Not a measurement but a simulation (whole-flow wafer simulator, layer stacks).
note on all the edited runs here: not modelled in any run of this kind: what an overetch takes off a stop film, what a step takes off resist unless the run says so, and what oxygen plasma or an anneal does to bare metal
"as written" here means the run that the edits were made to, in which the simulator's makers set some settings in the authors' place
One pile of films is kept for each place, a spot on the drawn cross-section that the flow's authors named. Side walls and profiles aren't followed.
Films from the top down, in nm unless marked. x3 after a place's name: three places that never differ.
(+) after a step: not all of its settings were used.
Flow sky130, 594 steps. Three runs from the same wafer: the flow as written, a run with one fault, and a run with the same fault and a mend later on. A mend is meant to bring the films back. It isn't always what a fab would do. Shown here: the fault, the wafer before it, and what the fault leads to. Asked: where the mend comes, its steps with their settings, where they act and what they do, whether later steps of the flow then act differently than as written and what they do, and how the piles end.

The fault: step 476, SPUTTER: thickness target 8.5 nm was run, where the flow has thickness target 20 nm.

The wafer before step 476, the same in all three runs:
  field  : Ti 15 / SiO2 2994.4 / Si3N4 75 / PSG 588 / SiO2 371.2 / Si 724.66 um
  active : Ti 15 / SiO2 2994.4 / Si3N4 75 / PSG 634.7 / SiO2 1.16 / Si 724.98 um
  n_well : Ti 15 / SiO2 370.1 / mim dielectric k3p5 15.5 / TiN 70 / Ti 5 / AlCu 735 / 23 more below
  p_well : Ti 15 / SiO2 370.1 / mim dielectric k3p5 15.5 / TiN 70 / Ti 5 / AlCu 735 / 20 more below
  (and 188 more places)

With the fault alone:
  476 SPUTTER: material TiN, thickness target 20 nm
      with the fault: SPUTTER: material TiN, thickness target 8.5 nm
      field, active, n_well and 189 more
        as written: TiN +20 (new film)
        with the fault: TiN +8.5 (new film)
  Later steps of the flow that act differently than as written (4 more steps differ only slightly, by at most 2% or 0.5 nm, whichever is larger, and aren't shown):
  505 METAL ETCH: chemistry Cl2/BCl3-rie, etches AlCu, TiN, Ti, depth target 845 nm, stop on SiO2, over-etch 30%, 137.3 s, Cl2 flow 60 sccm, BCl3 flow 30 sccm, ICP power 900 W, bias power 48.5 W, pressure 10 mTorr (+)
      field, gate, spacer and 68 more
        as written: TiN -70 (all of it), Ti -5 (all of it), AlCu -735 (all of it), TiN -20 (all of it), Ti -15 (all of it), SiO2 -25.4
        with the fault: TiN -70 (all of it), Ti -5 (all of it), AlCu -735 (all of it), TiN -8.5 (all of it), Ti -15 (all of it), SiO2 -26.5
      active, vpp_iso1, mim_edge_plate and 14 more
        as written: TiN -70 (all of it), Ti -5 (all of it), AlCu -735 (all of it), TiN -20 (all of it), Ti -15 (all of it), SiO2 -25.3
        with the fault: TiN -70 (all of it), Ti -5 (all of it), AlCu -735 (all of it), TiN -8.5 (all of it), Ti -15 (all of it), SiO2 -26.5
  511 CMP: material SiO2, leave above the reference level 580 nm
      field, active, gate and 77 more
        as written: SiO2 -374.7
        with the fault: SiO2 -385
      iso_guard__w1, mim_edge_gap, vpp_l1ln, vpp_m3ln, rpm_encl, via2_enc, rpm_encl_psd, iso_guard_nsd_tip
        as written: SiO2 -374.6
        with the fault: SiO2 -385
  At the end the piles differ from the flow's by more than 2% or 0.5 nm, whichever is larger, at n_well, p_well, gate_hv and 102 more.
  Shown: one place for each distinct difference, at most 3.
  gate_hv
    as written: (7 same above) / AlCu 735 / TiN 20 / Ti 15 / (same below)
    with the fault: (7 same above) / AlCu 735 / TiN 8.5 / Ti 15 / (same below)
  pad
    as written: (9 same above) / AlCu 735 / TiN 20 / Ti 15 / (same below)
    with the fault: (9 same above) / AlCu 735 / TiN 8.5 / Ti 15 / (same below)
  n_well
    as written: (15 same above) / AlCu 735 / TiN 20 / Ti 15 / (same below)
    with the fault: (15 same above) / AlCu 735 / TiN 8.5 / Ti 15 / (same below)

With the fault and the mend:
  The mend comes after step 476.
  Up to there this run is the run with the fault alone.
  476a SPUTTER: material TiN, thickness target 11.5 nm (the flow's step 476 once more, with other settings)
      field, active, n_well and 189 more
        TiN +11.5
  No later step of the flow acts differently than as written at any place that is followed.
  At the end the piles are the same as the flow's at every place that both follow.
